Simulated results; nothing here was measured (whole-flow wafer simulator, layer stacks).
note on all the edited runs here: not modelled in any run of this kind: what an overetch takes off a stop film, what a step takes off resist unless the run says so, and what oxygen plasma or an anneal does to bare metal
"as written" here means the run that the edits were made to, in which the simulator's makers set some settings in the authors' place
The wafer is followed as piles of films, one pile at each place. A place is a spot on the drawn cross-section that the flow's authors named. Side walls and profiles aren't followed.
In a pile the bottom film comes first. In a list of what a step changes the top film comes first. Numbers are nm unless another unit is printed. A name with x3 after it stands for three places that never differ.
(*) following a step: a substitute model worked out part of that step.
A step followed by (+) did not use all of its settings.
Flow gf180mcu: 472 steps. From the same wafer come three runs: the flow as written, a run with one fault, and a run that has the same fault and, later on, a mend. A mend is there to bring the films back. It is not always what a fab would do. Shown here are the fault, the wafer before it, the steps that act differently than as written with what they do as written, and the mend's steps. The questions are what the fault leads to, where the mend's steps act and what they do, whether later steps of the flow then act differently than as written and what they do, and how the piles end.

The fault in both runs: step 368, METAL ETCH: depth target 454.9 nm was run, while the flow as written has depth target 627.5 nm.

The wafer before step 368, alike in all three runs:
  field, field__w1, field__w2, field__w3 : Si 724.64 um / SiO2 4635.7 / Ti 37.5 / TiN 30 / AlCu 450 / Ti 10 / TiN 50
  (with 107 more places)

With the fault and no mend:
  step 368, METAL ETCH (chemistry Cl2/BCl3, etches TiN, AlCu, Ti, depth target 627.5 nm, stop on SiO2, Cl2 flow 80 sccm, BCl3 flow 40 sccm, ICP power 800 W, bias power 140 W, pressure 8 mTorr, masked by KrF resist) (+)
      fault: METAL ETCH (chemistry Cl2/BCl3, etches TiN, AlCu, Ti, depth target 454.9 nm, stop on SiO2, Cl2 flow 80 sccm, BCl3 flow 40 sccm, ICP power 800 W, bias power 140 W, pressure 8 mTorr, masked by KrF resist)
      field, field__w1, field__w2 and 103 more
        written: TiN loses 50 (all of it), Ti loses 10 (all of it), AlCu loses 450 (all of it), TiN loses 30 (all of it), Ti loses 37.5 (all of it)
        fault: TiN loses 50 (all of it), Ti loses 10 (all of it), AlCu loses 394.9
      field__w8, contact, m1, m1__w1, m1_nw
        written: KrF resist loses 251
        fault: KrF resist loses 182
  Later steps of the flow acting differently than as written:
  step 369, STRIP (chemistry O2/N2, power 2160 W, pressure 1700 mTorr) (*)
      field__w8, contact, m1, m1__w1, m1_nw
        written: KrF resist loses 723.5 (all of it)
        fault: KrF resist loses 792.6 (all of it)
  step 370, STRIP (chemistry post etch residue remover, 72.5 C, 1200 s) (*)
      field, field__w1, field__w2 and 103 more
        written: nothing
        fault: AlCu loses 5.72
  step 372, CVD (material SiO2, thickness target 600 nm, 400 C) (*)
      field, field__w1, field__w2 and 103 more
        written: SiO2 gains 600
        fault: SiO2 gains 600 (new film)
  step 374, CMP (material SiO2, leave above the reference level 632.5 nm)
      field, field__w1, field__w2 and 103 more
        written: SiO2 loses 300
        fault: SiO2 loses 416.9
  By the end, the piles at field, field__w1, field__w2 and 104 more depart from the flow's by more than 2% or 0.5 nm, whichever is larger.
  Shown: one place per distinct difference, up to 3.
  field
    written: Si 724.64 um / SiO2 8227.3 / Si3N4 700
    fault: Si 724.64 um / SiO2 4635.7 / Ti 37.5 / TiN 30 / AlCu 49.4 / SiO2 3474.7 / Si3N4 700
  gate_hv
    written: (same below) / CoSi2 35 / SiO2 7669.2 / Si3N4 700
    fault: (same below) / CoSi2 35 / SiO2 4077.6 / Ti 37.5 / TiN 30 / AlCu 49.4 / SiO2 3474.7 / Si3N4 700
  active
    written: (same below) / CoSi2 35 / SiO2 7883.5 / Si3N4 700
    fault: (same below) / CoSi2 35 / SiO2 4291.9 / Ti 37.5 / TiN 30 / AlCu 49.4 / SiO2 3474.7 / Si3N4 700

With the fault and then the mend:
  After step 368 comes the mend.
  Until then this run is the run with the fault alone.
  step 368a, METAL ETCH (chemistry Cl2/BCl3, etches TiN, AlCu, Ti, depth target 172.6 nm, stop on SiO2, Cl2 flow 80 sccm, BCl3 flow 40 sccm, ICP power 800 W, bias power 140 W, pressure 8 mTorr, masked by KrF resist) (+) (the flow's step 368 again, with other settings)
      field, field__w1, field__w2 and 103 more
        AlCu loses 55.1 (all of it), TiN loses 30 (all of it), Ti loses 37.5 (all of it)
      field__w8, contact, m1, m1__w1, m1_nw
        KrF resist loses 69
  Later steps of the flow that are run all act as written at every place that is followed.
  At every place that both follow, the piles at the end match the flow's.
